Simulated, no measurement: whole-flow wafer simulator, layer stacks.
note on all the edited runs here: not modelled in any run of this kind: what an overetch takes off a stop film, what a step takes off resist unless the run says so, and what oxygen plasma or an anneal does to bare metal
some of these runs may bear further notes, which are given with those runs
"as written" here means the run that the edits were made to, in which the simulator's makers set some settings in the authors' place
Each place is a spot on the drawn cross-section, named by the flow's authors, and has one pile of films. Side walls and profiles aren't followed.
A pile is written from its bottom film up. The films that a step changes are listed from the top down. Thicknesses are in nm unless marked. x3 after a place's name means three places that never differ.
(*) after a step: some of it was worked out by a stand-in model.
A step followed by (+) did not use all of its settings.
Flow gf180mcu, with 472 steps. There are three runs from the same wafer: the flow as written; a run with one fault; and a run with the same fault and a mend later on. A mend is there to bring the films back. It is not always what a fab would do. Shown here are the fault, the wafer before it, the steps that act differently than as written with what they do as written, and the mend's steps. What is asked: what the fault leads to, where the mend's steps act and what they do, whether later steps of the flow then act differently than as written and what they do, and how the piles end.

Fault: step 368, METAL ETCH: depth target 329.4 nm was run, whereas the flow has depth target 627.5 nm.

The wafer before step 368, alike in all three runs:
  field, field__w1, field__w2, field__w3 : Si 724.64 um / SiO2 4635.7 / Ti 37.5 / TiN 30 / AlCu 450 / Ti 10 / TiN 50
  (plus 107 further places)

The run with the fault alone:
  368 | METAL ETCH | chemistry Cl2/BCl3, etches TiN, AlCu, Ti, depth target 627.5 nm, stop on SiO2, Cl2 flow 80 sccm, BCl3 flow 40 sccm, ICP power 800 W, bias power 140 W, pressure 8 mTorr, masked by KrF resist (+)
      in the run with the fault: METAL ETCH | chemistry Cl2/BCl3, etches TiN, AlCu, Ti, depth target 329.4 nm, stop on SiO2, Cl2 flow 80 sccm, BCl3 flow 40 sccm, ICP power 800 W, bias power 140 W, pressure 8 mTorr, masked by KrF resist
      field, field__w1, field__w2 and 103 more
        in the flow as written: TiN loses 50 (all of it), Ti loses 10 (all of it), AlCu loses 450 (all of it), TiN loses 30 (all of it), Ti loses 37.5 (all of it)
        in the run with the fault: TiN loses 50 (all of it), Ti loses 10 (all of it), AlCu loses 269.4
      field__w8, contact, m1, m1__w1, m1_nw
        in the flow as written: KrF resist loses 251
        in the run with the fault: KrF resist loses 131.8
  Steps further on in the flow that do not act as written:
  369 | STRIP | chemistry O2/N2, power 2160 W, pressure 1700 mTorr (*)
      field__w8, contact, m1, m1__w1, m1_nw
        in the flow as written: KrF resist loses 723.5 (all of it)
        in the run with the fault: KrF resist loses 842.8 (all of it)
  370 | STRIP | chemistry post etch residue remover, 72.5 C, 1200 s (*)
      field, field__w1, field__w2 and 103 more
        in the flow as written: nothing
        in the run with the fault: AlCu loses 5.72
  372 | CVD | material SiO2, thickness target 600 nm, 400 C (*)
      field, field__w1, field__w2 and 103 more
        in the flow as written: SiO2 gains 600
        in the run with the fault: SiO2 gains 600 (new film)
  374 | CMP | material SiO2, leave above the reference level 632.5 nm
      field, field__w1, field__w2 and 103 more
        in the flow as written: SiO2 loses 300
        in the run with the fault: SiO2 loses 542.4
  At field, field__w1, field__w2 and 104 more, the piles at the end differ from the flow's by more than 2% or 0.5 nm, whichever is larger.
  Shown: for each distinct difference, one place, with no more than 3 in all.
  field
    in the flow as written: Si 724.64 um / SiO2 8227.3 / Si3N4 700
    in the run with the fault: Si 724.64 um / SiO2 4635.7 / Ti 37.5 / TiN 30 / AlCu 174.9 / SiO2 3349.2 / Si3N4 700
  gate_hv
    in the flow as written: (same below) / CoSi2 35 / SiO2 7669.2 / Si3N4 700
    in the run with the fault: (same below) / CoSi2 35 / SiO2 4077.6 / Ti 37.5 / TiN 30 / AlCu 174.9 / SiO2 3349.2 / Si3N4 700
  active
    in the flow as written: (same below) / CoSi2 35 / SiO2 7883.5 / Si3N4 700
    in the run with the fault: (same below) / CoSi2 35 / SiO2 4291.9 / Ti 37.5 / TiN 30 / AlCu 174.9 / SiO2 3349.2 / Si3N4 700

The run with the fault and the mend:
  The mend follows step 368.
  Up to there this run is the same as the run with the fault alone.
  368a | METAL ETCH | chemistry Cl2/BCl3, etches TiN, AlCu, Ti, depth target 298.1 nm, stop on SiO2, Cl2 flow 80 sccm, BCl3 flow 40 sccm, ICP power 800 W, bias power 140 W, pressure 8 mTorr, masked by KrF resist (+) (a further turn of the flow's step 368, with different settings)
      field, field__w1, field__w2 and 103 more
        AlCu loses 180.6 (all of it), TiN loses 30 (all of it), Ti loses 37.5 (all of it)
      field__w8, contact, m1, m1__w1, m1_nw
        KrF resist loses 119.2
  Later steps of the flow that are run all act as written at every place that is followed.
  The piles end the same as the flow's at every place that both follow.
